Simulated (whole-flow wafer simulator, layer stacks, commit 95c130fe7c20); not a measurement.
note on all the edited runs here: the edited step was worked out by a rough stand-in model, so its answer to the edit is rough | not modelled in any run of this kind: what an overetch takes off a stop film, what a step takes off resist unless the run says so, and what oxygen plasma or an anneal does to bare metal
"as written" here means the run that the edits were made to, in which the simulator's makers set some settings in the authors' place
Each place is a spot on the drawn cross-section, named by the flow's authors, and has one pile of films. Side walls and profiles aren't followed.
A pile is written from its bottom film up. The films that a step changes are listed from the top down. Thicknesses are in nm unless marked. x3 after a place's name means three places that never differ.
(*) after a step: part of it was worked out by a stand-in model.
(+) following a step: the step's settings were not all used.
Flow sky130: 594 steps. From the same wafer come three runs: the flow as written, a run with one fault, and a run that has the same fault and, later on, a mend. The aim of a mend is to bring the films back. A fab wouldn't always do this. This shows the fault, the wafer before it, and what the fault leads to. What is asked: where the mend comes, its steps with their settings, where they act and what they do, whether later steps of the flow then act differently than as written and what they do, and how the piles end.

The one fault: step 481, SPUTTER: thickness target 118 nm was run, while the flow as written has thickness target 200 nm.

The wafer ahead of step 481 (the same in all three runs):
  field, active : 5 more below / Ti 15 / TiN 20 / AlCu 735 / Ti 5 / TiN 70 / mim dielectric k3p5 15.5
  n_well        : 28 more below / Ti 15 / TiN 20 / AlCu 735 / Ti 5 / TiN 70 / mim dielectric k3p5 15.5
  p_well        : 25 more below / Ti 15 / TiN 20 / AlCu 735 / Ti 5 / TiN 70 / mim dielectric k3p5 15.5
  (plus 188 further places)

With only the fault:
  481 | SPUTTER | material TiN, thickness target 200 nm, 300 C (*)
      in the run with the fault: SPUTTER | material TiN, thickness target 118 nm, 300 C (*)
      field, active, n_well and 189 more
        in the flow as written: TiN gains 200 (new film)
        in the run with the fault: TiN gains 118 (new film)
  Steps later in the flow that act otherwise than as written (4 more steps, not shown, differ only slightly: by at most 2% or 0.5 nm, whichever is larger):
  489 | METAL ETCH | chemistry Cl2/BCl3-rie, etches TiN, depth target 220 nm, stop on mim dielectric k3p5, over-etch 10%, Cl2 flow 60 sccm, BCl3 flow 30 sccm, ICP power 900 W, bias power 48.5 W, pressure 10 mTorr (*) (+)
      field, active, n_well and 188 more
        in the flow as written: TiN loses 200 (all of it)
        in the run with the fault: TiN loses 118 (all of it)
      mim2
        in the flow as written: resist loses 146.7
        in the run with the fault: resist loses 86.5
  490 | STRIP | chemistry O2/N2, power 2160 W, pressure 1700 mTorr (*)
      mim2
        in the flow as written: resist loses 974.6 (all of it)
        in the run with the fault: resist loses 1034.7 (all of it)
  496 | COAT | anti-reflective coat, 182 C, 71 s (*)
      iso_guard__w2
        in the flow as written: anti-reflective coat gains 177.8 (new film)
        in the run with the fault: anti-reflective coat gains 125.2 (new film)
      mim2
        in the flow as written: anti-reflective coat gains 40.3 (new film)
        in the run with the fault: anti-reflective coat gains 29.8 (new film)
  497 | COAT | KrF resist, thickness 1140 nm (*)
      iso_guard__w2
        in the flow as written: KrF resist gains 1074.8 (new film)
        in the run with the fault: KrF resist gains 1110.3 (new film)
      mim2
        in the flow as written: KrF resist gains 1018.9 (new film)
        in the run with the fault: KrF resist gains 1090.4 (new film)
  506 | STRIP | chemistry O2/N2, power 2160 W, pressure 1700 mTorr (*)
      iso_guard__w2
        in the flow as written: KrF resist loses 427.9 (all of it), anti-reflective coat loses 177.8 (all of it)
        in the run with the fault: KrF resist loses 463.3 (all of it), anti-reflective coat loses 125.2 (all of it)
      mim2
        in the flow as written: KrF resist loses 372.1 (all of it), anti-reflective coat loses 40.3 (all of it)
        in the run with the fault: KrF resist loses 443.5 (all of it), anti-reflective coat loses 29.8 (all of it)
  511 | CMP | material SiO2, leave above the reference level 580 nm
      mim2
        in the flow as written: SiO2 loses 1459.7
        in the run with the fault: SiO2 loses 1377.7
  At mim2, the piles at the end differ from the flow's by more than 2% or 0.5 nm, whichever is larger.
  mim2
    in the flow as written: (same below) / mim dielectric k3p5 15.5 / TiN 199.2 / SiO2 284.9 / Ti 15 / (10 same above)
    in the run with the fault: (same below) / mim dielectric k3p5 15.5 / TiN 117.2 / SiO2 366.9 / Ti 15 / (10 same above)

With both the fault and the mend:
  The mend follows step 488.
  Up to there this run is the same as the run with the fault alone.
  488a | STRIP | chemistry O2/N2, power 2160 W, pressure 1700 mTorr (*)
      mim2
        resist loses 1121.3 (all of it)
  488b | SPUTTER | material TiN, thickness target 82 nm, 300 C (*) (a further turn of the flow's step 481, with different settings)
      field, active, n_well and 189 more
        TiN gains 82
  488c | HMDS | 120 C, 60 s (a further turn of the flow's step 483)
      does not change any film at any place that is followed
  488d | COAT | resist, thickness 1140 nm (a further turn of the flow's step 484)
      field, active, n_well and 187 more
        resist gains 1140 (new film)
      m1, via3_hole
        resist gains 1140.6 (new film)
  488e | SOFTBAKE | resist (a further turn of the flow's step 485)
      does not change any film at any place that is followed
  488f | EXPOSE | photomask CAP2M, dose 177.7 mJ/cm2, NA 0.6, wavelength 365 nm (*) (a further turn of the flow's step 486)
      does not change any film at any place that is followed
  488g | PEB | resist, 70.3 s (a further turn of the flow's step 487)
      field, active, n_well and 189 more
        resist loses 18.7
  488h | DEVELOP | resist, thickness 1140 nm, developer TMAH-0.26N, 60 s (a further turn of the flow's step 488)
      field, active, n_well and 186 more
        resist loses 1121.3 (all of it)
      m1, via3_hole
        resist loses 1121.9 (all of it)
  None of the later steps of the flow acts differently than as written at any place that is followed.
  The piles end the same as the flow's at every place that both follow.
